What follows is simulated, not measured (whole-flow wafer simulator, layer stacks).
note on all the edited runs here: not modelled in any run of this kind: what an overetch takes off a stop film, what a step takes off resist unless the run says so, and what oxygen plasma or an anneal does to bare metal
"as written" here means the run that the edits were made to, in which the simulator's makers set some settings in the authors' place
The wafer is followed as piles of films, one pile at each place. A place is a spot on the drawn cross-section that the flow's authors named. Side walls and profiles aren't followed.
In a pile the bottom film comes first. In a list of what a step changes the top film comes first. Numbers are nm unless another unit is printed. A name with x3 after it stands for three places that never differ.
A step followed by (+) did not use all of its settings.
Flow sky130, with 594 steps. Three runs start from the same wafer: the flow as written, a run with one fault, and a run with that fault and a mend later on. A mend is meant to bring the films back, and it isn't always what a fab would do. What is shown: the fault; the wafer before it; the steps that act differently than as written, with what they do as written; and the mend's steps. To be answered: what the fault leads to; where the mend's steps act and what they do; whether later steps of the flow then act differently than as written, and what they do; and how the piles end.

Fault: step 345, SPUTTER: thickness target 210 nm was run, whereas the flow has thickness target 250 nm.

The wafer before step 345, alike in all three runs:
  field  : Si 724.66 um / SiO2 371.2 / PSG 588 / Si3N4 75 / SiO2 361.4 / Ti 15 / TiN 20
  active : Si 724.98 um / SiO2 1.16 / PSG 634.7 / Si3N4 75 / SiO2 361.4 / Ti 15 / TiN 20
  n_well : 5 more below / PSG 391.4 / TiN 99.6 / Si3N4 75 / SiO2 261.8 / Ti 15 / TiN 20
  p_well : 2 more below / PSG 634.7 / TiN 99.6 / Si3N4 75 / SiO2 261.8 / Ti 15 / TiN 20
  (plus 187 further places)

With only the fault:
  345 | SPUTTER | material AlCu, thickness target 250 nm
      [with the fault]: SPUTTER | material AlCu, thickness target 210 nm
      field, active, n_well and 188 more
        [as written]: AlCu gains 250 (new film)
        [with the fault]: AlCu gains 210 (new film)
  Steps later in the flow that act otherwise than as written:
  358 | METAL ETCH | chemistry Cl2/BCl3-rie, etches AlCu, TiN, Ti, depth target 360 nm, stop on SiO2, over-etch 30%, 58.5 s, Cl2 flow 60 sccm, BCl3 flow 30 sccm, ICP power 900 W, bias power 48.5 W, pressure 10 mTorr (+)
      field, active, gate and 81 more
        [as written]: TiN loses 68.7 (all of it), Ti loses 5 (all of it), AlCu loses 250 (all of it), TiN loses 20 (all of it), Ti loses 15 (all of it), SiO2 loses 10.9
        [with the fault]: TiN loses 68.7 (all of it), Ti loses 5 (all of it), AlCu loses 210 (all of it), TiN loses 20 (all of it), Ti loses 15 (all of it), SiO2 loses 14.9
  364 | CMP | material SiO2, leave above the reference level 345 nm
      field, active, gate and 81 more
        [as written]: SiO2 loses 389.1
        [with the fault]: SiO2 loses 425.1
  The piles end different from the flow's at n_well, p_well, gate_hv and 116 more by more than 2% or 0.5 nm, whichever is larger.
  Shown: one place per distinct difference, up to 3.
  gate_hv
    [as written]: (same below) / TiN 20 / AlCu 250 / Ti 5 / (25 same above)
    [with the fault]: (same below) / TiN 20 / AlCu 210 / Ti 5 / (25 same above)
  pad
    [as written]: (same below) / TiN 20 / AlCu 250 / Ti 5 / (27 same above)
    [with the fault]: (same below) / TiN 20 / AlCu 210 / Ti 5 / (27 same above)
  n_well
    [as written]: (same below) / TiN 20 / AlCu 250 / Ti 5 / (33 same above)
    [with the fault]: (same below) / TiN 20 / AlCu 210 / Ti 5 / (33 same above)

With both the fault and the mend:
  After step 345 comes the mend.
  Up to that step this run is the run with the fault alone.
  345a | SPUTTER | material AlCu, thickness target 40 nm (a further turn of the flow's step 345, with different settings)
      field, active, n_well and 188 more
        AlCu gains 40
  Later steps of the flow that are run all act as written at every place that is followed.
  At every place that both follow, the piles at the end match the flow's.
